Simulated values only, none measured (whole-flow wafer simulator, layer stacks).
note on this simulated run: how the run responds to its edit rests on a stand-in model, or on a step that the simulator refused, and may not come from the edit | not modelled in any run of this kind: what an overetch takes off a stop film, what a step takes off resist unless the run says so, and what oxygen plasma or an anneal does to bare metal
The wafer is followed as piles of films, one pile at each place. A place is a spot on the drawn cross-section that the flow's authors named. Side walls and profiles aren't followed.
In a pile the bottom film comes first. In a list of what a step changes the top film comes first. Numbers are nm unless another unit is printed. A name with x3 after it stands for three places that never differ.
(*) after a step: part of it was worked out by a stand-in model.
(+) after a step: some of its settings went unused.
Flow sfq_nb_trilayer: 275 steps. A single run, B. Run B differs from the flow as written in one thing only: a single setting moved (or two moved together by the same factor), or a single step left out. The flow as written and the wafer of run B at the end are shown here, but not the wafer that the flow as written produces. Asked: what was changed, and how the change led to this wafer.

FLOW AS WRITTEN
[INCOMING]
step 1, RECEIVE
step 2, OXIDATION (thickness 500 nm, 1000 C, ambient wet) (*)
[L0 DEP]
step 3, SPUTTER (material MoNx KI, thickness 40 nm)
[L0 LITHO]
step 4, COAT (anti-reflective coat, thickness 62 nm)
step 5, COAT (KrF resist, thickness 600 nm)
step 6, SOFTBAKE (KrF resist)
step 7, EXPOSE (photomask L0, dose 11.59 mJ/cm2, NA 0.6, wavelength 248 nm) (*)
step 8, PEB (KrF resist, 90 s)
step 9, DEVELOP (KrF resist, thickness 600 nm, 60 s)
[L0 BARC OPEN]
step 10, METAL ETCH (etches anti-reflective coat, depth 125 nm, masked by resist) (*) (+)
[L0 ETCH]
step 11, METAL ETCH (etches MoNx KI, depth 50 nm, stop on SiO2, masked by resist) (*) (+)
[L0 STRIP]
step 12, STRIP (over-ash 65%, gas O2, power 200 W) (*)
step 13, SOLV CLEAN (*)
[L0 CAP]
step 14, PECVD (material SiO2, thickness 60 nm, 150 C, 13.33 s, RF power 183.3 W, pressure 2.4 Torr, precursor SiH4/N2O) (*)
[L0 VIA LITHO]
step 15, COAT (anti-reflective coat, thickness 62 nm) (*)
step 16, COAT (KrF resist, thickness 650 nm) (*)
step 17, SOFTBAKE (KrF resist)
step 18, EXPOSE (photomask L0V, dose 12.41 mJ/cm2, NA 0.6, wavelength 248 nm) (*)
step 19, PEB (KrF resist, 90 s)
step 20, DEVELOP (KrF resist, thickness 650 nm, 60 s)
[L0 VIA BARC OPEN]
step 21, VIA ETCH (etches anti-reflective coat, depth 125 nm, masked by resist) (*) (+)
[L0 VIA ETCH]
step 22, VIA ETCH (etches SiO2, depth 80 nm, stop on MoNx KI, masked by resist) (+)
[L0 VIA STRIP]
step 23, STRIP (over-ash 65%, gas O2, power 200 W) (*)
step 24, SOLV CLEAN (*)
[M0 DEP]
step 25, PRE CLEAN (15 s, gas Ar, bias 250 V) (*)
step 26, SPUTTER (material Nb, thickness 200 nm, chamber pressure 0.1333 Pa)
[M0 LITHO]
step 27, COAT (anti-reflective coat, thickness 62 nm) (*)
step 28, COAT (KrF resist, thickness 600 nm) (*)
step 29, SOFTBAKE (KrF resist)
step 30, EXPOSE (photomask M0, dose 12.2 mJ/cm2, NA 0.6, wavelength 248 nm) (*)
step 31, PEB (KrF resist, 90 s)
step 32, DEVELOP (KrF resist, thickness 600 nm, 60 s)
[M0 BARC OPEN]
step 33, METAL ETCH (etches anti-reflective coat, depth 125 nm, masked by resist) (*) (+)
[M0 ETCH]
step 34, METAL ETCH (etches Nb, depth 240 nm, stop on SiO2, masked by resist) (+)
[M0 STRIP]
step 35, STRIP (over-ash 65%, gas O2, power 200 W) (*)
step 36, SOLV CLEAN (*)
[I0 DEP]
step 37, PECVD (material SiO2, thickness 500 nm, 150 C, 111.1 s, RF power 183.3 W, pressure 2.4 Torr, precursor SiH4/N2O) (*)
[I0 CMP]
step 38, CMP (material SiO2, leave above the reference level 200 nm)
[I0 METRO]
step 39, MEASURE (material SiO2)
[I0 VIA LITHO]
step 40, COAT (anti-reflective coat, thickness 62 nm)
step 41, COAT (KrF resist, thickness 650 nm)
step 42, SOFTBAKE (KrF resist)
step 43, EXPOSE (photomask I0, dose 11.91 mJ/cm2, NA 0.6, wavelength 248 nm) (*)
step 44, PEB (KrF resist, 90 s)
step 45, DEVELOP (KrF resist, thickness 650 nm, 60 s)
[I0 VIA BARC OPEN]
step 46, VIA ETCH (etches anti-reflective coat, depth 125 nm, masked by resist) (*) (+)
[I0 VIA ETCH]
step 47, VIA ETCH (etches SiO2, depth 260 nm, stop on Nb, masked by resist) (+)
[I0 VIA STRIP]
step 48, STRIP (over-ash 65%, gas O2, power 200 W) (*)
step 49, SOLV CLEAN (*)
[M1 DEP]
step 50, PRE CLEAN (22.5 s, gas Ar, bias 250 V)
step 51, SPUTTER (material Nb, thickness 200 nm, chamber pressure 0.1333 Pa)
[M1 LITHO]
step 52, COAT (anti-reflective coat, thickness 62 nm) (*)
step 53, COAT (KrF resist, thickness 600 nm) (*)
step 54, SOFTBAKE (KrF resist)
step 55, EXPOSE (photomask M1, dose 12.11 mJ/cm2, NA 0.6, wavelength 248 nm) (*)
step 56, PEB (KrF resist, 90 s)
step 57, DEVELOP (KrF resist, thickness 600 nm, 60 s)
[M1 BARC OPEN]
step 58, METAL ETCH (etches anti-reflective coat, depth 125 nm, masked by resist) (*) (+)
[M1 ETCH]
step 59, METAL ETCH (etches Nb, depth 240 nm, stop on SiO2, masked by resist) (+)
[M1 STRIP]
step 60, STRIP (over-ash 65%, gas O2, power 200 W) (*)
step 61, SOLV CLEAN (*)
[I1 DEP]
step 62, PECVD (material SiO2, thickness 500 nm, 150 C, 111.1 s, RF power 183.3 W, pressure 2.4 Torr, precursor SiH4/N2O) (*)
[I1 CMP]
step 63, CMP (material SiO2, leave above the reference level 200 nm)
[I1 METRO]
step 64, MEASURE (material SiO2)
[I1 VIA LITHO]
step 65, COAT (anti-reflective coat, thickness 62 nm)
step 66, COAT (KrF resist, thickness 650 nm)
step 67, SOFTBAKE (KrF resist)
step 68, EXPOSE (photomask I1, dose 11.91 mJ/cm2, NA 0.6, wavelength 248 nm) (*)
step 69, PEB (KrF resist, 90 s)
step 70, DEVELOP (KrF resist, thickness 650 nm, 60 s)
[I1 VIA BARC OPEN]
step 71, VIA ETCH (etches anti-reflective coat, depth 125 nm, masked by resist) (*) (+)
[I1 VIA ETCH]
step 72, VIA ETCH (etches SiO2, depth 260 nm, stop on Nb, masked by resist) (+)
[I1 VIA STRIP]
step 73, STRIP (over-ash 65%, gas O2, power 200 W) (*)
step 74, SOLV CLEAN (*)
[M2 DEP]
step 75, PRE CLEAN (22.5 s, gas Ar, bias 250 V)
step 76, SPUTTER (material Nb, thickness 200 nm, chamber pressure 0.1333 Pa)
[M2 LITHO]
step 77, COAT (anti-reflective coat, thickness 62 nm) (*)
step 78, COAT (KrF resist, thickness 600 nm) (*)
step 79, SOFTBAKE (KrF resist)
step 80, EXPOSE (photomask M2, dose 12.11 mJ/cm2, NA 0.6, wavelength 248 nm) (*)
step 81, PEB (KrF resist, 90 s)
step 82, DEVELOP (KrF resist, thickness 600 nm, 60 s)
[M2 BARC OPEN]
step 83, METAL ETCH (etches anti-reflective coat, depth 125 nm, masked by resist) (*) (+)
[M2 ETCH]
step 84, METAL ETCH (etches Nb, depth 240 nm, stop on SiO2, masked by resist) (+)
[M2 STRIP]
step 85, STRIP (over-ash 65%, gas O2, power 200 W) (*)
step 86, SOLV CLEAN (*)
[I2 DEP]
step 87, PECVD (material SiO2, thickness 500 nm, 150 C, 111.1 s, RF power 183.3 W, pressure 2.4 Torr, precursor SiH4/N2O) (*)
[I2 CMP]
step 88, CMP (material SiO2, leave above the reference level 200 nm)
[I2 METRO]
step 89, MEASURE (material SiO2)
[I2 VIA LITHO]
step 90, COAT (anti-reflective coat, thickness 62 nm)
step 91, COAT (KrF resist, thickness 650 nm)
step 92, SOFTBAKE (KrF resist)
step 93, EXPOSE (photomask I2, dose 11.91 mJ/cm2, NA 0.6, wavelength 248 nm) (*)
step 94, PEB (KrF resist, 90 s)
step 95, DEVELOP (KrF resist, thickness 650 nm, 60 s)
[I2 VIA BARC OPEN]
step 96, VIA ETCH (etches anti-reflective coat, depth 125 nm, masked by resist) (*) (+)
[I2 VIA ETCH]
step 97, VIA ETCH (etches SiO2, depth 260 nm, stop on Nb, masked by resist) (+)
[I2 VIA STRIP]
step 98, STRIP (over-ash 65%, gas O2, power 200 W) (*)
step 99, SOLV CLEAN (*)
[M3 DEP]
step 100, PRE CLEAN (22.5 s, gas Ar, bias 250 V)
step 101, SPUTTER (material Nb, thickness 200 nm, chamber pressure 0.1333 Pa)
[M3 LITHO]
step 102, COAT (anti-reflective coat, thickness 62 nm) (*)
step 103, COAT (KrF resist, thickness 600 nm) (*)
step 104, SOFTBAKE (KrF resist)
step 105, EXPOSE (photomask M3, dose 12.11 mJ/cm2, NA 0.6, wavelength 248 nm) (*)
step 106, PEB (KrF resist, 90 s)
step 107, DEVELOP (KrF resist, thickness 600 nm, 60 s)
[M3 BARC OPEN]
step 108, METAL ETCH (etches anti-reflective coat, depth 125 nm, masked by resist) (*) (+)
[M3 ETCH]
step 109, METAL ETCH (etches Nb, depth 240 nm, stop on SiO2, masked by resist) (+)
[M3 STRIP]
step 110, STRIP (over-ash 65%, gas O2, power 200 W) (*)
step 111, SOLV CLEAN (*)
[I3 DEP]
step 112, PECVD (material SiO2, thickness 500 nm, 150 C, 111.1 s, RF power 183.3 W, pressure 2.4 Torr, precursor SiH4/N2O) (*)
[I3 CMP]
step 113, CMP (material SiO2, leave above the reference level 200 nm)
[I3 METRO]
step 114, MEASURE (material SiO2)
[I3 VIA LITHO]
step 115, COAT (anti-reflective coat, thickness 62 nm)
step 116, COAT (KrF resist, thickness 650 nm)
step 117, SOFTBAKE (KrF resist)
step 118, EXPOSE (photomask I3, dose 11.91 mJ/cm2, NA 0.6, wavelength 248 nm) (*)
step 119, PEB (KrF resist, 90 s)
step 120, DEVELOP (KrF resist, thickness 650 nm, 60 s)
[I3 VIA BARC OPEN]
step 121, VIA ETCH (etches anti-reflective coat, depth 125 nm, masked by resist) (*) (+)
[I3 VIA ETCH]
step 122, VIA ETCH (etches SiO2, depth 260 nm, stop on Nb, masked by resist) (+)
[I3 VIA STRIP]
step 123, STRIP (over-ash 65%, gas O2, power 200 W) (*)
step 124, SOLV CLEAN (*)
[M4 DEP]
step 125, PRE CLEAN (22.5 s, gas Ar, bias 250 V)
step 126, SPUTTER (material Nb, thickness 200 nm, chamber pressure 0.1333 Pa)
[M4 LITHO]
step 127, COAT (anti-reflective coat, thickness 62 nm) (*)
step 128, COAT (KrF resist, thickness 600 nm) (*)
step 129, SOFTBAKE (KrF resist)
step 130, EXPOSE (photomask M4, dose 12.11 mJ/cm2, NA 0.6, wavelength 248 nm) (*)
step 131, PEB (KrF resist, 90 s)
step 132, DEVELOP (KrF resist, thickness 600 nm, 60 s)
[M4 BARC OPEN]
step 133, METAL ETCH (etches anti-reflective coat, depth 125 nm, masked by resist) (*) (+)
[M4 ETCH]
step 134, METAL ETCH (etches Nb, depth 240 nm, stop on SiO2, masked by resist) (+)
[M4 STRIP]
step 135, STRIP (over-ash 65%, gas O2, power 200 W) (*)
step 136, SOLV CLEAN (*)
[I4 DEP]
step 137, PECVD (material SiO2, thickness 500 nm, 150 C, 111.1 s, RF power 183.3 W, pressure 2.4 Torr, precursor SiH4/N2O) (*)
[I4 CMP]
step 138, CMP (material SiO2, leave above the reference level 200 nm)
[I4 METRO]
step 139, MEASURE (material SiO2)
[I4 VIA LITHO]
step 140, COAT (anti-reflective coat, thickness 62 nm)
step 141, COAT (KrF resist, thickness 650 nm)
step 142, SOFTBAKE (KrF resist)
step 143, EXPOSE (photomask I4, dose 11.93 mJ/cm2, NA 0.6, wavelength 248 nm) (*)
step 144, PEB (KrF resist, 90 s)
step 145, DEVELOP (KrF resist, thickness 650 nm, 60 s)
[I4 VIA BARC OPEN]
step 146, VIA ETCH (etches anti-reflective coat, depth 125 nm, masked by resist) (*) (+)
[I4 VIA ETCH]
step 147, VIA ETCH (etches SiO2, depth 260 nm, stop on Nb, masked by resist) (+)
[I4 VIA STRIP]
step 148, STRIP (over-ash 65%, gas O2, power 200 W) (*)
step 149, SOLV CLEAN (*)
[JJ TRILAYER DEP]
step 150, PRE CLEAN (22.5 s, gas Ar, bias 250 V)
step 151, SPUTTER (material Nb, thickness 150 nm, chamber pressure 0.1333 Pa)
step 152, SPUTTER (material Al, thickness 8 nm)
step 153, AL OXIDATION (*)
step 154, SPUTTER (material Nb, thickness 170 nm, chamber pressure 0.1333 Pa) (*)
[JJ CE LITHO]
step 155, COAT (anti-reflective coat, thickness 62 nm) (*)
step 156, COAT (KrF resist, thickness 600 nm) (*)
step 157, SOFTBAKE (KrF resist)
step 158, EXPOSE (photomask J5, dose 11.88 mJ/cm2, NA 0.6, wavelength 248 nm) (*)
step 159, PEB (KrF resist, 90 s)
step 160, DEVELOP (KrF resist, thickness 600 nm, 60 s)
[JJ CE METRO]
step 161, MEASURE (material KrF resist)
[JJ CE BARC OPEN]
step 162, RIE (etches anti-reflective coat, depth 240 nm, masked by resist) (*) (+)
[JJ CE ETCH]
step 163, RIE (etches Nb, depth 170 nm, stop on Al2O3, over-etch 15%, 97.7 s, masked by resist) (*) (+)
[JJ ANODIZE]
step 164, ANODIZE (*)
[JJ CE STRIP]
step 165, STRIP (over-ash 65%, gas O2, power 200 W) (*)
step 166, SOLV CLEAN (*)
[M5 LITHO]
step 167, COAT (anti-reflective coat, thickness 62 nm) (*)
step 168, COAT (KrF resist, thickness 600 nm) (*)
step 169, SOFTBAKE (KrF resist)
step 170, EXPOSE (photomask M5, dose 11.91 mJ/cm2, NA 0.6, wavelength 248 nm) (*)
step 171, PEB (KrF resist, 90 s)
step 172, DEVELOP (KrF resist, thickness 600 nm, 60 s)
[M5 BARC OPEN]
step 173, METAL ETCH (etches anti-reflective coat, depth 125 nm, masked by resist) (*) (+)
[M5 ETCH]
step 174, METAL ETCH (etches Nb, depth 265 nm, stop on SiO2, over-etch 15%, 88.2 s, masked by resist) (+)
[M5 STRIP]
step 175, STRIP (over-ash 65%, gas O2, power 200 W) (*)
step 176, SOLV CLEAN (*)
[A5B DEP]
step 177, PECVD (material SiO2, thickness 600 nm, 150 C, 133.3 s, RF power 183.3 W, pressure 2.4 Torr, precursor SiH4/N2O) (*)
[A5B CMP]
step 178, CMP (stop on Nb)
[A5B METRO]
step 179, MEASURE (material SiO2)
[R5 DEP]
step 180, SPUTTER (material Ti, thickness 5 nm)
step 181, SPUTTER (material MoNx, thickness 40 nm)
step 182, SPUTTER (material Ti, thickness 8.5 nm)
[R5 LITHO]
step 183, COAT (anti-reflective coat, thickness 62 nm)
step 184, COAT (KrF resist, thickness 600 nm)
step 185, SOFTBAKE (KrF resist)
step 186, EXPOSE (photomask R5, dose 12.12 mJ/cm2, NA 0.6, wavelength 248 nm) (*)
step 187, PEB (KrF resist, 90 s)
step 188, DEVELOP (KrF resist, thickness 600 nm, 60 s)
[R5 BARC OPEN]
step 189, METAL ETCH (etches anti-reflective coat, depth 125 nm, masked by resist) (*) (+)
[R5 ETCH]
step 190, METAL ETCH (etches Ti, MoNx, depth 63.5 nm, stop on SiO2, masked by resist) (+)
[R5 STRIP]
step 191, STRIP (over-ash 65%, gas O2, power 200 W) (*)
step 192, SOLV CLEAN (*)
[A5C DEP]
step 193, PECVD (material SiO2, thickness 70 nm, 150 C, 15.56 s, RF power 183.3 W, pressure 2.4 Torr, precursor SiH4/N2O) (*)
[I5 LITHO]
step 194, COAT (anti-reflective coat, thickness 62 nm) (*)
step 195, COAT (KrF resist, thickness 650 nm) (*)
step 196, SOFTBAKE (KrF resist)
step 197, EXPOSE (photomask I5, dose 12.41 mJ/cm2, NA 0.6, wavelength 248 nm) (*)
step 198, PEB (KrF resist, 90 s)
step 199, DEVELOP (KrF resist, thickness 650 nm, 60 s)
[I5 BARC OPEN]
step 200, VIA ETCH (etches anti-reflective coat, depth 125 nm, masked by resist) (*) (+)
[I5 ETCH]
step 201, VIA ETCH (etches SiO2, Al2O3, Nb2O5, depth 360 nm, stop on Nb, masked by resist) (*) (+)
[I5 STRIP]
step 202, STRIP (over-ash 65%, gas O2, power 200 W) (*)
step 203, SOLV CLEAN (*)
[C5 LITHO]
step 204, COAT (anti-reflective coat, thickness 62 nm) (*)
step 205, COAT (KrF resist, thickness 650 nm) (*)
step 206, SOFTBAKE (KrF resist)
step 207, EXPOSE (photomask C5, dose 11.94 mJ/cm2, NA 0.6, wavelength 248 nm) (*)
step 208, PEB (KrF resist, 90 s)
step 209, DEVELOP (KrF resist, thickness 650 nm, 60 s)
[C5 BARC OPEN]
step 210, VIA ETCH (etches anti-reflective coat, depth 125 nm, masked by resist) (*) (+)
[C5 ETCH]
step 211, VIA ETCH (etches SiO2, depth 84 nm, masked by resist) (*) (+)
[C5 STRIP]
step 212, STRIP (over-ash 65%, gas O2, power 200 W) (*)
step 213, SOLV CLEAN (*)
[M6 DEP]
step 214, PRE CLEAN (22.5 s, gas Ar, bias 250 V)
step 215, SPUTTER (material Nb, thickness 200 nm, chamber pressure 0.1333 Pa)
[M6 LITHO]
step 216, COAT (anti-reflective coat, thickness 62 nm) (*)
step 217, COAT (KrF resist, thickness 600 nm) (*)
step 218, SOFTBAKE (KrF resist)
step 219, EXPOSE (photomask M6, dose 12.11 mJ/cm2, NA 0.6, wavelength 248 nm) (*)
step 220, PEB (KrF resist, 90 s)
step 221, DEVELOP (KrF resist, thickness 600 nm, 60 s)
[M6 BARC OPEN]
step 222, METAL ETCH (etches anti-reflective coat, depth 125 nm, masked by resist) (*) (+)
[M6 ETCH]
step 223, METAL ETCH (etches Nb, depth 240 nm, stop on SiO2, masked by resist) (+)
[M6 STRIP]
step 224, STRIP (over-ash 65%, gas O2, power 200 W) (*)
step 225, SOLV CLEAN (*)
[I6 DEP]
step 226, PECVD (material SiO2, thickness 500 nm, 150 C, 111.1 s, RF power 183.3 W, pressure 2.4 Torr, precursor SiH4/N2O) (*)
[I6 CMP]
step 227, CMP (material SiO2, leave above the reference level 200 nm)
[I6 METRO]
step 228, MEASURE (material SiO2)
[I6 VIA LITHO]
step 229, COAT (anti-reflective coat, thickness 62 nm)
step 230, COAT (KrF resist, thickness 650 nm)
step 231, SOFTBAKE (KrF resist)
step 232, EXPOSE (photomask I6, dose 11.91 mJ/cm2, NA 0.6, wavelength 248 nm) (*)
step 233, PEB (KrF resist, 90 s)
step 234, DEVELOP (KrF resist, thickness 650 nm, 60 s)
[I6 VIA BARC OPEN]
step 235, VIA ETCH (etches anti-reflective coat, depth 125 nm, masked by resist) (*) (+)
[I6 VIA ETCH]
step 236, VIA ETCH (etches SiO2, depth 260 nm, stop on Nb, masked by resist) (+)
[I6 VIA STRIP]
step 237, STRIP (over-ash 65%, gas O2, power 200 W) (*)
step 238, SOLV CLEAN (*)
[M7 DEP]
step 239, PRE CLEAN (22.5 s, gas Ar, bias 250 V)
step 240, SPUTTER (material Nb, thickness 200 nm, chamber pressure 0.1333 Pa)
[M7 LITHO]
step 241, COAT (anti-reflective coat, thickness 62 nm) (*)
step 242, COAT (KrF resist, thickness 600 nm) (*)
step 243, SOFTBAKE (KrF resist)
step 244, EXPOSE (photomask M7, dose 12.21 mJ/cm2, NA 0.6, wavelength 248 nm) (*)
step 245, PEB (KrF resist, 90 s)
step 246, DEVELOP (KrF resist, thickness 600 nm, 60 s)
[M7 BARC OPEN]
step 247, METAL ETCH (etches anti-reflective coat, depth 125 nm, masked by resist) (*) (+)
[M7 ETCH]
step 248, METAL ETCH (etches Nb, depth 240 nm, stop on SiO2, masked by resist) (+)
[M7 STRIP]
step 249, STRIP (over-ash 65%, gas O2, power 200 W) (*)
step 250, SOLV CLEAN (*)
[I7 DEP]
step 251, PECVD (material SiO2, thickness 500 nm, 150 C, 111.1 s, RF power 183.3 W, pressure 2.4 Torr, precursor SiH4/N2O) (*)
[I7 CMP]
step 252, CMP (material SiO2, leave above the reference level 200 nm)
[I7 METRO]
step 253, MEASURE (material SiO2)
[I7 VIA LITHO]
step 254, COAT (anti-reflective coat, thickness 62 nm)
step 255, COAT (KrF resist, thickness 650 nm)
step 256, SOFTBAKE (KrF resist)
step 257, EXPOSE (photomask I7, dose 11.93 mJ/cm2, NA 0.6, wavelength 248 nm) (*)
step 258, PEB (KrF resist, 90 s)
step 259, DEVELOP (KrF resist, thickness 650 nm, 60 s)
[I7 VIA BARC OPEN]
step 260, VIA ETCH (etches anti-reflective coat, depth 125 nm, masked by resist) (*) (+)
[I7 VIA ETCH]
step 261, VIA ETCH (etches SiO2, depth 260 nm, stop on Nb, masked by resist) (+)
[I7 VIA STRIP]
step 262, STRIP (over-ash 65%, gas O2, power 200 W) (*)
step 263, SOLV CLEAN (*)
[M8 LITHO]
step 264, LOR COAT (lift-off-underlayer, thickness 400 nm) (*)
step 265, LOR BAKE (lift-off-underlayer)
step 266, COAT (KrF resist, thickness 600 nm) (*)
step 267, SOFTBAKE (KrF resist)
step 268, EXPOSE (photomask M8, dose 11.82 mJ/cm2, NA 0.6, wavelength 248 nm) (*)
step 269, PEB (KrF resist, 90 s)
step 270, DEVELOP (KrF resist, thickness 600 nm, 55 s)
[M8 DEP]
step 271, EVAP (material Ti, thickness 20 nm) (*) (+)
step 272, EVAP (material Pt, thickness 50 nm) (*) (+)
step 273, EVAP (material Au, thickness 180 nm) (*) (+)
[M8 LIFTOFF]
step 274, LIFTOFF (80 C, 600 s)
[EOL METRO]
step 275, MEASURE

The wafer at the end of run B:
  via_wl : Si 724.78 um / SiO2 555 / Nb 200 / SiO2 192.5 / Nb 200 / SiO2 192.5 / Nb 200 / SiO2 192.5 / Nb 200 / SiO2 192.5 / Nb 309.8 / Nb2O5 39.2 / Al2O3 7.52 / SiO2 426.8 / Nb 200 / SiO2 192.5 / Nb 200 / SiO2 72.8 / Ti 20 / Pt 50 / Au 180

What caused this: step 261, VIA ETCH: depth 127 nm was run, though the flow has depth 260 nm.

How this came from the change, step by step:
  step 261, VIA ETCH (etches SiO2, depth 260 nm, stop on Nb, masked by resist) (+)
      via_wl, via_w, via_wr: -127 SiO2 (as written it would have been: -199.8 SiO2 (all of it))
      field_l, v_sur, via_sp and 100 more: -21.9 KrF resist (as written it would have been: -44.8 KrF resist)
  step 262, STRIP (over-ash 65%, gas O2, power 200 W) (*)
      field_l, v_sur, via_sp and 100 more: -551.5 KrF resist (all of it), -62 anti-reflective coat (all of it) (as written it would have been: -528.6 KrF resist (all of it), -62 anti-reflective coat (all of it))
  step 264, LOR COAT (lift-off-underlayer, thickness 400 nm) (*)
      via_wl, via_wr: +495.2 lift-off-underlayer (new film) (as written it would have been: +549.8 lift-off-underlayer (new film))
      v_sur: +380.6 lift-off-underlayer (new film) (as written it would have been: +369.4 lift-off-underlayer (new film))
      (and at 2 other places as well)
  step 266, COAT (KrF resist, thickness 600 nm) (*)
      via_w: +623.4 KrF resist (new film) (as written it would have been: +636.8 KrF resist (new film))
  step 270, DEVELOP (KrF resist, thickness 600 nm, 55 s)
      v_sur: -604.2 KrF resist (all of it), -380.6 lift-off-underlayer (all of it) (as written it would have been: -607.3 KrF resist (all of it), -369.4 lift-off-underlayer (all of it))
      via_wl: -614.7 KrF resist (all of it), -495.2 lift-off-underlayer (all of it) (as written it would have been: -623.9 KrF resist (all of it), -549.8 lift-off-underlayer (all of it))
      (and at 3 other places as well)
Taking metal films that touch as one body, via_wl has 8 bodies (between them, from the top down: SiO2 72.8; SiO2 192.5; SiO2 426.8 / Al2O3 7.52 / Nb2O5 39.2; SiO2 192.5; SiO2 192.5; SiO2 192.5; SiO2 192.5); the flow as written gives 7 bodies (between them, from the top down: SiO2 192.5; SiO2 426.8 / Al2O3 7.52 / Nb2O5 39.2; SiO2 192.5; SiO2 192.5; SiO2 192.5; SiO2 192.5).
